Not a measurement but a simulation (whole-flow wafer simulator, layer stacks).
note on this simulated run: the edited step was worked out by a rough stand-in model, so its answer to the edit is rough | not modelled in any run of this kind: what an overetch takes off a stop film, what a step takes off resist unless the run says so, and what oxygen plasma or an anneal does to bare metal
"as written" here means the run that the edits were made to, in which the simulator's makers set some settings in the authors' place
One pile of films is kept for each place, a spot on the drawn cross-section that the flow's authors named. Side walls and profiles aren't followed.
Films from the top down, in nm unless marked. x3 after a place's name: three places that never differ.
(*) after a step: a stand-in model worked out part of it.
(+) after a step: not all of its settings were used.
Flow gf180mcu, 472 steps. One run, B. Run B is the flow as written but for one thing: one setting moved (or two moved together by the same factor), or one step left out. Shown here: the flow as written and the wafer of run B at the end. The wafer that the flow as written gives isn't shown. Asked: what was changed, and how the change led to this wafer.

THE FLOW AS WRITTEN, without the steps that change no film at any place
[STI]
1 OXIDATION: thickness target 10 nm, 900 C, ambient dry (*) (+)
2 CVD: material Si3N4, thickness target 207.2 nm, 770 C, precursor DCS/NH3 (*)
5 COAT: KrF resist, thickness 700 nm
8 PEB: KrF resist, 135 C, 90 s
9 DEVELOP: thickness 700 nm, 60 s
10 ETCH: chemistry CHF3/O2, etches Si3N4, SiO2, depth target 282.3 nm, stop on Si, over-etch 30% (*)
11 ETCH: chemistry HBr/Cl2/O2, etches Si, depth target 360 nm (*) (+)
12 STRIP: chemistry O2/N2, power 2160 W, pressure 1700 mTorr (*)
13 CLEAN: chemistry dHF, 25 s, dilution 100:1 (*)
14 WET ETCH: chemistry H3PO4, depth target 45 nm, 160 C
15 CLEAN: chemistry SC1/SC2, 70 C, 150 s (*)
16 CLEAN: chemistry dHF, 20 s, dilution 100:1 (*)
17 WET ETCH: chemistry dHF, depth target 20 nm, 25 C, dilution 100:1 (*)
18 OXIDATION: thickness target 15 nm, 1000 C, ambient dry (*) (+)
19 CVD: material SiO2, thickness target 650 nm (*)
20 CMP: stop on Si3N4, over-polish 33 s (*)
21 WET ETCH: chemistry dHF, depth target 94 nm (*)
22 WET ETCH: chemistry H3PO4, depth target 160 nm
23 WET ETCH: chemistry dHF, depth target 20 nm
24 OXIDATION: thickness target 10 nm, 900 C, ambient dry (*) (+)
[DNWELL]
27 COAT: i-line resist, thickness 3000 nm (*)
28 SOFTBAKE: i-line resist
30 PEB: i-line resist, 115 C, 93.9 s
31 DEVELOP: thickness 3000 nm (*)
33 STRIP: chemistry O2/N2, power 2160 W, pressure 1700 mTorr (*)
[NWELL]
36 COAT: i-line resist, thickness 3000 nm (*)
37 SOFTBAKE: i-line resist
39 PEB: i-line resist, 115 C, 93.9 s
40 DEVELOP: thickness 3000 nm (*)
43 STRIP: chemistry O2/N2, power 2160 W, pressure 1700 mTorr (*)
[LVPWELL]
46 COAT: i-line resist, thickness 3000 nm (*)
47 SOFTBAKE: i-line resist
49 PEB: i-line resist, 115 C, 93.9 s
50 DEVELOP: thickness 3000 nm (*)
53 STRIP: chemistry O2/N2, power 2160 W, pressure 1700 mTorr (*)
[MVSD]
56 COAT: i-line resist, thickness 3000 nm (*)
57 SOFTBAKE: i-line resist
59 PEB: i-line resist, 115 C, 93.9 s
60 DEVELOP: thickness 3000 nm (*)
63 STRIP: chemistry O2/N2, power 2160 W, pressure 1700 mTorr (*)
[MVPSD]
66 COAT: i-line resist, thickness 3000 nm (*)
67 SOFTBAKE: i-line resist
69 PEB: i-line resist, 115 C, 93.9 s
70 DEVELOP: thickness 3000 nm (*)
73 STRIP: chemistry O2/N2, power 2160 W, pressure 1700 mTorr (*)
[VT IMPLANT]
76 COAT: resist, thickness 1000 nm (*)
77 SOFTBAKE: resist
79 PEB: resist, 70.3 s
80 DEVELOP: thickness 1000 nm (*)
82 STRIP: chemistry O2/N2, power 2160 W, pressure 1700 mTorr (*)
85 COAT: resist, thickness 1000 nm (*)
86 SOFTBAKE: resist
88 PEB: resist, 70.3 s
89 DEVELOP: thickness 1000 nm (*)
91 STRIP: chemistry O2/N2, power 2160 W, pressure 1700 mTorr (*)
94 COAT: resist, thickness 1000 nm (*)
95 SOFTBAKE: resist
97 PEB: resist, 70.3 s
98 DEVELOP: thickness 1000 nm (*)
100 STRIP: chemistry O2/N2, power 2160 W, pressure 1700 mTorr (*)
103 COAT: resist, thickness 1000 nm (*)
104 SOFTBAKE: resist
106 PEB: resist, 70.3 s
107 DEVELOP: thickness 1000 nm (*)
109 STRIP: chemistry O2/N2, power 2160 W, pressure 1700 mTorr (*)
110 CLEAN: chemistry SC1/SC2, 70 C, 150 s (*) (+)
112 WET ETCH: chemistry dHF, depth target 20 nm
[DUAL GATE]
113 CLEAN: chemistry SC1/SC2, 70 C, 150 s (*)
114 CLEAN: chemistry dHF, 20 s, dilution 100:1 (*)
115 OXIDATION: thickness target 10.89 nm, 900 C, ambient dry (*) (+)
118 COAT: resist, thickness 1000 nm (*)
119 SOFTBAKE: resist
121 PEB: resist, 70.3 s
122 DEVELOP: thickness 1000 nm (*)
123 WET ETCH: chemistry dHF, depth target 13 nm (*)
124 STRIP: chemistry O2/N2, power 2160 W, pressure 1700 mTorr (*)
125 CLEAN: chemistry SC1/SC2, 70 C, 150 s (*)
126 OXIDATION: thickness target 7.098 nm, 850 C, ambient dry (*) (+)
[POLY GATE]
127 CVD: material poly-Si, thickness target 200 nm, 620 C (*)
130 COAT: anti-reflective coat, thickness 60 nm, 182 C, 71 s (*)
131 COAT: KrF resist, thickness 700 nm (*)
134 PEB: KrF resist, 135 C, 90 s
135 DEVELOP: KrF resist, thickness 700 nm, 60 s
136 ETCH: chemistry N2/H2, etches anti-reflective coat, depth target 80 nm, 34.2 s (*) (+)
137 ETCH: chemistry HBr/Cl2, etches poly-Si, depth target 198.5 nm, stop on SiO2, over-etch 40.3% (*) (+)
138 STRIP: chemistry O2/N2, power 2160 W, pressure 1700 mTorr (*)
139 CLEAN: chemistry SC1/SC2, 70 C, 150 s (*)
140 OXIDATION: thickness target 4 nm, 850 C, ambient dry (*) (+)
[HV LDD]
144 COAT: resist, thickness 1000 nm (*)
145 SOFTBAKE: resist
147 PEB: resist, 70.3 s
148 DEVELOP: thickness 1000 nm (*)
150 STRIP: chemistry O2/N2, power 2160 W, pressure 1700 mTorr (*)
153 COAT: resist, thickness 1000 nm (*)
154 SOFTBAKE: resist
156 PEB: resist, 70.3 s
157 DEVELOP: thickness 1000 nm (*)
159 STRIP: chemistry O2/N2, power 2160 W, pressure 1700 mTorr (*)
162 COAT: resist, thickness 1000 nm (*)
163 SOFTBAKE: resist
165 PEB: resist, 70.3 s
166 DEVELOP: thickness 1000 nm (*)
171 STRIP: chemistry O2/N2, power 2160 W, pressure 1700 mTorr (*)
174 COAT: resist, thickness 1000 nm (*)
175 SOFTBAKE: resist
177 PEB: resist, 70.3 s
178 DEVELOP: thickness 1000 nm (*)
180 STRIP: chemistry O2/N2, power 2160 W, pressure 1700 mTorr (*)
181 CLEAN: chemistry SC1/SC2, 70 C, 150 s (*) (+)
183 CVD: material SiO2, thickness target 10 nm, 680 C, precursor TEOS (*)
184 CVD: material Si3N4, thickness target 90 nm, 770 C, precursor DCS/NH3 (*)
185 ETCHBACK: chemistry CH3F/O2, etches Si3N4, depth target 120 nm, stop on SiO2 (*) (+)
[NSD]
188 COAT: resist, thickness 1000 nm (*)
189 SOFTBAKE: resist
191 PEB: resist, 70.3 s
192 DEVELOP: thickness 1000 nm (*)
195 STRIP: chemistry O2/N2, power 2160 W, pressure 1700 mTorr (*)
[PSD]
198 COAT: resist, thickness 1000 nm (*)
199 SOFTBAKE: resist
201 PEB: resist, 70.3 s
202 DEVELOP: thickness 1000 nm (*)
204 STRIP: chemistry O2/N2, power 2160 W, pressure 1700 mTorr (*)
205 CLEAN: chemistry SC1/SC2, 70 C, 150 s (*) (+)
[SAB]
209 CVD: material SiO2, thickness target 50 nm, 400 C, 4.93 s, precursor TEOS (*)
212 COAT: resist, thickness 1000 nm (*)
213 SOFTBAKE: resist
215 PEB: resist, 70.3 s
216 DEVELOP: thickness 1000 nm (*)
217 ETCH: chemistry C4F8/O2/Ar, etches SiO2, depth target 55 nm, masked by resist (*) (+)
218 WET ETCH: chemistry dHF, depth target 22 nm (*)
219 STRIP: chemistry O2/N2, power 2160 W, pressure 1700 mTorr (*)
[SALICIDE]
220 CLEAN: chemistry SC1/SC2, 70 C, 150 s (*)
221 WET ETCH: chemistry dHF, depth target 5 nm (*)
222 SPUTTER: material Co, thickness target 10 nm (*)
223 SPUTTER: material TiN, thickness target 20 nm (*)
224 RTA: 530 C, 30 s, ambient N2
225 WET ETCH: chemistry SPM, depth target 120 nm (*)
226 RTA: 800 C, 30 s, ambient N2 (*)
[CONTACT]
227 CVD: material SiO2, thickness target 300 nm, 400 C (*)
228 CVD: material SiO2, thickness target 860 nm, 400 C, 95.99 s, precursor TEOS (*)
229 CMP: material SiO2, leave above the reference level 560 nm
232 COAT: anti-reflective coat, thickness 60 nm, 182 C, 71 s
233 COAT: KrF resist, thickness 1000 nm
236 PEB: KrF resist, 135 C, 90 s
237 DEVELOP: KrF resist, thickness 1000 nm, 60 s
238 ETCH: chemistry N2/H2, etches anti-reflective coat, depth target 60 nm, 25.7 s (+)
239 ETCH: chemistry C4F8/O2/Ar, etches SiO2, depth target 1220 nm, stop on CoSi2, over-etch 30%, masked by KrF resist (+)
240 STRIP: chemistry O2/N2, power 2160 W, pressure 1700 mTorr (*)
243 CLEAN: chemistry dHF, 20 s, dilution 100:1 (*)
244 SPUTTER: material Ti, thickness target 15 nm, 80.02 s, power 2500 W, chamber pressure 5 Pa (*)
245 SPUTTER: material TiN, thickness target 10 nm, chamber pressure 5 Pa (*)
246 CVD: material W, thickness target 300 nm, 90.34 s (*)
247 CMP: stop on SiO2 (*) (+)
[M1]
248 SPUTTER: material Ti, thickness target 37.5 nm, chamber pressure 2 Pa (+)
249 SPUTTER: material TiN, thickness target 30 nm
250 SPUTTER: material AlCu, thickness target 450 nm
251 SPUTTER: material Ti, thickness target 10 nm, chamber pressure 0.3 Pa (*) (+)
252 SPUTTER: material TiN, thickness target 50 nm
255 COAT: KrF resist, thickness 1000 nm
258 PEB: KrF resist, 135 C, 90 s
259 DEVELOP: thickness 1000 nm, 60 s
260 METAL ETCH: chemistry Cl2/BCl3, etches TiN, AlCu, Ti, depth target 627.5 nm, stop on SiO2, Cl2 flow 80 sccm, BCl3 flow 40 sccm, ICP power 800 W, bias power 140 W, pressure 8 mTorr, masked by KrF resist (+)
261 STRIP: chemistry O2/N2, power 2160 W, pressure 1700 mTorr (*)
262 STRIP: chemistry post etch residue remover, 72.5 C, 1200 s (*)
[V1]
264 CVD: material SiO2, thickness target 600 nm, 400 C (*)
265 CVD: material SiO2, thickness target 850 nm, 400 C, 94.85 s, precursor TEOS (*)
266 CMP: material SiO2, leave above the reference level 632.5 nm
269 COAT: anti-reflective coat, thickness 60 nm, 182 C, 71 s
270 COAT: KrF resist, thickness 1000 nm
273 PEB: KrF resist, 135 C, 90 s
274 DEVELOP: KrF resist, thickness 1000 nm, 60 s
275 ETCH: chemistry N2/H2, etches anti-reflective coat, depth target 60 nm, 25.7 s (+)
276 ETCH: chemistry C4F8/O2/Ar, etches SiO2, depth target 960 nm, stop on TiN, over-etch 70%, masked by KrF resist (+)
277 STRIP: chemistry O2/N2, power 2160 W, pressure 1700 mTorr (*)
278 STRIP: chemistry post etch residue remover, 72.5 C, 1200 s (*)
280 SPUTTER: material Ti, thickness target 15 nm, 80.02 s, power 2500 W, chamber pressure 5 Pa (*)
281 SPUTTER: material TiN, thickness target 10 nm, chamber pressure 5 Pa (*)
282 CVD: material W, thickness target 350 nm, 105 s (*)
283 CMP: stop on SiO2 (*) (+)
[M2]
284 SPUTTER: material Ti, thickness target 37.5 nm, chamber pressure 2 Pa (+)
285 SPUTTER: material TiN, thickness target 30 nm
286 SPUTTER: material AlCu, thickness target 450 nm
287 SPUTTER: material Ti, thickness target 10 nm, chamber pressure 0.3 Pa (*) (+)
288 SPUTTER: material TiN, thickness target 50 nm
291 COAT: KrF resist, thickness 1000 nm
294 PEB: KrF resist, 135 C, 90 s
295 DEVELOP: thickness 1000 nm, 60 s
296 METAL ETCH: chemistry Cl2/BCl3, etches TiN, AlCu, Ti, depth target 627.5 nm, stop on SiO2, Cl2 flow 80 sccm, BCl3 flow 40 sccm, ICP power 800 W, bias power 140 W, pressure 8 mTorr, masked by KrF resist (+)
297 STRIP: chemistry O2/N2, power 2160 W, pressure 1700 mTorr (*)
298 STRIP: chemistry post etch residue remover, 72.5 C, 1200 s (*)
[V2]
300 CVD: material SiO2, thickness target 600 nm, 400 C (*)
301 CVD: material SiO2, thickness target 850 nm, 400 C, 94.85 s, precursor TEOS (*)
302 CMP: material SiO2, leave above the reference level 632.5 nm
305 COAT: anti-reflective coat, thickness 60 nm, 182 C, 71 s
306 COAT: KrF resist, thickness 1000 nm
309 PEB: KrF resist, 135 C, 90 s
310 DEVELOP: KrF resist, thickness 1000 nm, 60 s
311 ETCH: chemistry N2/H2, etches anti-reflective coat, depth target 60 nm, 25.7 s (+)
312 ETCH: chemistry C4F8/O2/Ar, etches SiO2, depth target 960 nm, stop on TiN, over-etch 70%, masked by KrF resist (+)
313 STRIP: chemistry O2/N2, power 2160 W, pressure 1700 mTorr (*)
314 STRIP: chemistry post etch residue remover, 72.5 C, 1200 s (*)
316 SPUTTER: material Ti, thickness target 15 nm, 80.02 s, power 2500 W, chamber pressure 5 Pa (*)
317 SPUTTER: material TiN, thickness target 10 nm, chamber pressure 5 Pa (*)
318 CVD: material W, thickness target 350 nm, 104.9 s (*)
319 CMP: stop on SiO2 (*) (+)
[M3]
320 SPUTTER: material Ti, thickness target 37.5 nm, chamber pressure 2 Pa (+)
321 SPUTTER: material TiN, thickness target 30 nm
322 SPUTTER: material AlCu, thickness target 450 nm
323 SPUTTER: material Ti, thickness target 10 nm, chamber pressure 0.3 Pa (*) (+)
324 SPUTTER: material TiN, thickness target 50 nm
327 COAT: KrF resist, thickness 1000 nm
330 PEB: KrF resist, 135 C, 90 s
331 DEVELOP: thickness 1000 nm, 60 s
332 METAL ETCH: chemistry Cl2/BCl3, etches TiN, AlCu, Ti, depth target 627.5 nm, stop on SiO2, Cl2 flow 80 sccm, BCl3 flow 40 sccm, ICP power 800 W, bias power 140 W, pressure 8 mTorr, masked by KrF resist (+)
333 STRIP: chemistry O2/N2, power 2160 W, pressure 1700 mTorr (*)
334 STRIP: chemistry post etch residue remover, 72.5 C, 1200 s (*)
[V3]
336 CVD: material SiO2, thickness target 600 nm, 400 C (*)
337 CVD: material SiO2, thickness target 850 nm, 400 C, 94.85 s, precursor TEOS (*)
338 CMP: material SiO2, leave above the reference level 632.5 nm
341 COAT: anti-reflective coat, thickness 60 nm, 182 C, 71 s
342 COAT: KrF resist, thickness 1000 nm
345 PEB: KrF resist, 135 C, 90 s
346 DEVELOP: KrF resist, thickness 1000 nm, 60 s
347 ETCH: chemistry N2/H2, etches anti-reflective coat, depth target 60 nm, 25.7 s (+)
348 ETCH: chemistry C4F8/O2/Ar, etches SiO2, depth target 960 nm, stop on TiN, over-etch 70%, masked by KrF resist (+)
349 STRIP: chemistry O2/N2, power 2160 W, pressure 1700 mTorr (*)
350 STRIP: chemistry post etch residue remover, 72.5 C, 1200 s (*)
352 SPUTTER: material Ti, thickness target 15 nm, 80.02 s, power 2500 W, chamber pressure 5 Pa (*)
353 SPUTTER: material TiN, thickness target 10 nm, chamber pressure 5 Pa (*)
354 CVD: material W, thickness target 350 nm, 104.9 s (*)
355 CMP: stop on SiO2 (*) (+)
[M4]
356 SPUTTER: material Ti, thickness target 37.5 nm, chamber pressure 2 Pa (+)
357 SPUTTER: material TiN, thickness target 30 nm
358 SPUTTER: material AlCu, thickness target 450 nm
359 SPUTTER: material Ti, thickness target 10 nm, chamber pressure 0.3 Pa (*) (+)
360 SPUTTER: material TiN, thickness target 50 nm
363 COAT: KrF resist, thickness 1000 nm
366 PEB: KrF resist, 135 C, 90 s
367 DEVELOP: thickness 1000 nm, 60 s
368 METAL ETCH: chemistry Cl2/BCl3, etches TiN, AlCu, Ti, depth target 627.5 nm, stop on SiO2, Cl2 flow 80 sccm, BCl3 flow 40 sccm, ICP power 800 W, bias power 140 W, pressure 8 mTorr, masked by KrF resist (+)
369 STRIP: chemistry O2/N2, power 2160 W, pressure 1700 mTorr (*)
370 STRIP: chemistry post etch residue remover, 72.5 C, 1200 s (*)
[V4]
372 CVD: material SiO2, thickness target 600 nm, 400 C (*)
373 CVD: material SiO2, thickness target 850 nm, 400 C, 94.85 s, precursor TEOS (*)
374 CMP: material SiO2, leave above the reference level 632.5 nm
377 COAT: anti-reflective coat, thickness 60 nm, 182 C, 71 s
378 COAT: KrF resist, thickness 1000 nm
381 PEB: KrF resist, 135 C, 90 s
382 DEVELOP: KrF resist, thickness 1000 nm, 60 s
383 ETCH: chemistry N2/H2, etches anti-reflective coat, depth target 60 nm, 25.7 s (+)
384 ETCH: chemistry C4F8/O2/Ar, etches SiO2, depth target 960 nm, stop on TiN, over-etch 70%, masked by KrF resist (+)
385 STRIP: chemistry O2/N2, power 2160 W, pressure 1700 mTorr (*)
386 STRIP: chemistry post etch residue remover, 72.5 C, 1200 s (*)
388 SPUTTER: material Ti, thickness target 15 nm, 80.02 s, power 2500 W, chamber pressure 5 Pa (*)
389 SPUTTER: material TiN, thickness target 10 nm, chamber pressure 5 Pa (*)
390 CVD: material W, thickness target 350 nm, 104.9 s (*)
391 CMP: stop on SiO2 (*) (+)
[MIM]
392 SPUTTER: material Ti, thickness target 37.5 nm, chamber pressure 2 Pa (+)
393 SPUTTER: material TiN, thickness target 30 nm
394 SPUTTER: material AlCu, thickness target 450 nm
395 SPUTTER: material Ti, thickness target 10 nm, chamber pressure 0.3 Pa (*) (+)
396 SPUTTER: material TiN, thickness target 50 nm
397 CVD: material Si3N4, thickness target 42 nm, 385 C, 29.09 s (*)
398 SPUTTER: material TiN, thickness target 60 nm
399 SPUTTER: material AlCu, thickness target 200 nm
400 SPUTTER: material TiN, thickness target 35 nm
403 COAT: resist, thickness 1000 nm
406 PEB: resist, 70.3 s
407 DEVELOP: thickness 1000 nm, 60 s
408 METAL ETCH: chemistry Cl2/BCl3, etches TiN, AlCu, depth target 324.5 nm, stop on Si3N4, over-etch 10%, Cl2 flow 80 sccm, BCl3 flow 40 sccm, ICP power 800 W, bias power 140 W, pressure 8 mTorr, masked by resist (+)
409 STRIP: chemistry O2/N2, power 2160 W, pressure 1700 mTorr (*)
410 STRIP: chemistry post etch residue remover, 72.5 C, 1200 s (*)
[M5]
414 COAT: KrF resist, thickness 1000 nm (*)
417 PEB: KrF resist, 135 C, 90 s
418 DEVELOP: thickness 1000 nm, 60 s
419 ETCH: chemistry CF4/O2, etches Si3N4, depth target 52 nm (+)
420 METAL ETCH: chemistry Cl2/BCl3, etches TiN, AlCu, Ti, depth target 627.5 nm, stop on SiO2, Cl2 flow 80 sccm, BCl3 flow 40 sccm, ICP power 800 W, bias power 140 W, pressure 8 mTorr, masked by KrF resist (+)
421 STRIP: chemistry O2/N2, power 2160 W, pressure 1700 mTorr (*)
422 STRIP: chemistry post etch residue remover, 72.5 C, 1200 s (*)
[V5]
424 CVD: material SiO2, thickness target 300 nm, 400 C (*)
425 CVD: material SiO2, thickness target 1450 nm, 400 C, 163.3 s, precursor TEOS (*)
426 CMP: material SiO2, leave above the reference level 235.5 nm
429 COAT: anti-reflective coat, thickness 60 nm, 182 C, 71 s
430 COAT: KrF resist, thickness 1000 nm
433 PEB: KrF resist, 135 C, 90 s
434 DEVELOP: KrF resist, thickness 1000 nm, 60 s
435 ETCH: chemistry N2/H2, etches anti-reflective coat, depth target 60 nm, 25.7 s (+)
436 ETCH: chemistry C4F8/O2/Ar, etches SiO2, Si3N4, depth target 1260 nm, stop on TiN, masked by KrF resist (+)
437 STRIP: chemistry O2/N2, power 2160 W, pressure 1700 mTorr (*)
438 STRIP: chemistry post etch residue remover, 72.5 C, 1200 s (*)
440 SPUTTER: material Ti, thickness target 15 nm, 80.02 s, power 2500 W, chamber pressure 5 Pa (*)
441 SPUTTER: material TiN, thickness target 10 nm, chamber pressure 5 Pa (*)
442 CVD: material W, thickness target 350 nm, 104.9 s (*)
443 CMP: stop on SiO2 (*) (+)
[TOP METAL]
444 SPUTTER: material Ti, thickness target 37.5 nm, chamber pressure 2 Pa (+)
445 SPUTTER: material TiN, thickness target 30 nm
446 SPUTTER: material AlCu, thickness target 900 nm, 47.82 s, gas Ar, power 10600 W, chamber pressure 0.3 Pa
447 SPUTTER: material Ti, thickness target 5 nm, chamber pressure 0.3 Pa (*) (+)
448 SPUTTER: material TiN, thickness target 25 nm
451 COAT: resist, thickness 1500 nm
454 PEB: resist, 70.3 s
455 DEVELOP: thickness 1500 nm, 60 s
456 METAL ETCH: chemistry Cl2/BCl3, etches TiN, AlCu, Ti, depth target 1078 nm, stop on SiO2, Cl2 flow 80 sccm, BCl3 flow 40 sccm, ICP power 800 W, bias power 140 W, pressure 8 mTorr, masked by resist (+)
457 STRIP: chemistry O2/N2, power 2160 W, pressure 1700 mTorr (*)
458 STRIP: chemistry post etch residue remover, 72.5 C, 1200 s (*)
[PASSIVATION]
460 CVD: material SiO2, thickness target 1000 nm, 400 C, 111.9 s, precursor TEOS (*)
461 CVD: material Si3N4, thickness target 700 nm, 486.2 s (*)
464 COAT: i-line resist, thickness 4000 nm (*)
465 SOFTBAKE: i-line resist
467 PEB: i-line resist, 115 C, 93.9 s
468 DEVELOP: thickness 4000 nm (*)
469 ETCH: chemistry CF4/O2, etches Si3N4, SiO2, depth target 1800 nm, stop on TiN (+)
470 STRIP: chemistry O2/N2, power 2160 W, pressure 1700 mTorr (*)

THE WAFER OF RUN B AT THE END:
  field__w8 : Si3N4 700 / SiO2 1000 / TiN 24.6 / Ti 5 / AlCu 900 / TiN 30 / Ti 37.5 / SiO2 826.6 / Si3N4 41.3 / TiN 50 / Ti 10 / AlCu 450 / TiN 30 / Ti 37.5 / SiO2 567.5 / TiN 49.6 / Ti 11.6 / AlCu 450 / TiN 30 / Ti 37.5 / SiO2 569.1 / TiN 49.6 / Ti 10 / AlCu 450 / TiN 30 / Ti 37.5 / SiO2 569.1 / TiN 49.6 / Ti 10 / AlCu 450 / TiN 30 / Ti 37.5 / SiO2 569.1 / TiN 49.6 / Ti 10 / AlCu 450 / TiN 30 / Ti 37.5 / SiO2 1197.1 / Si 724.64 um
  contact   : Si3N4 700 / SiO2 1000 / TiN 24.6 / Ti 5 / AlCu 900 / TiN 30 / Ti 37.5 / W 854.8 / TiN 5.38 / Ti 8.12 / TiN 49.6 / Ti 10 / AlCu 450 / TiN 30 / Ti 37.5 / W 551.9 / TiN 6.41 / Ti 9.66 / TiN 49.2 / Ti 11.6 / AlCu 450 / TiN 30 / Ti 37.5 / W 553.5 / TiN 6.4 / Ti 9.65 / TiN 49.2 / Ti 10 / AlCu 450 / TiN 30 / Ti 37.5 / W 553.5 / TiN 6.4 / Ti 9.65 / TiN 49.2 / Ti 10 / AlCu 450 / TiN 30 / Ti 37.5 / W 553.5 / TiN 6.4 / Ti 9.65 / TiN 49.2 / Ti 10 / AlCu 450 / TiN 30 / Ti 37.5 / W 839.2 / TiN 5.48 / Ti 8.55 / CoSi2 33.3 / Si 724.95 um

The cause: step 359, SPUTTER: thickness target 11.6 nm was run, where the flow has thickness target 10 nm.
It can be read off the wafer: field__w8 has Ti 11.6, and step 359 as written asks for 10 nm.

How the change led to this, step by step:
  359 SPUTTER: material Ti, thickness target 10 nm, chamber pressure 0.3 Pa (*) (+)
      field, field__w1, field__w2 and 108 more: Ti +11.6 (new film) (as written it would be: Ti +10 (new film))
  368 METAL ETCH: chemistry Cl2/BCl3, etches TiN, AlCu, Ti, depth target 627.5 nm, stop on SiO2, Cl2 flow 80 sccm, BCl3 flow 40 sccm, ICP power 800 W, bias power 140 W, pressure 8 mTorr, masked by KrF resist (+)
      field, field__w1, field__w2 and 103 more: TiN -50 (all of it), Ti -11.6 (all of it), AlCu -450 (all of it), TiN -30 (all of it), Ti -37.5 (all of it) (as written it would be: TiN -50 (all of it), Ti -10 (all of it), AlCu -450 (all of it), TiN -30 (all of it), Ti -37.5 (all of it))
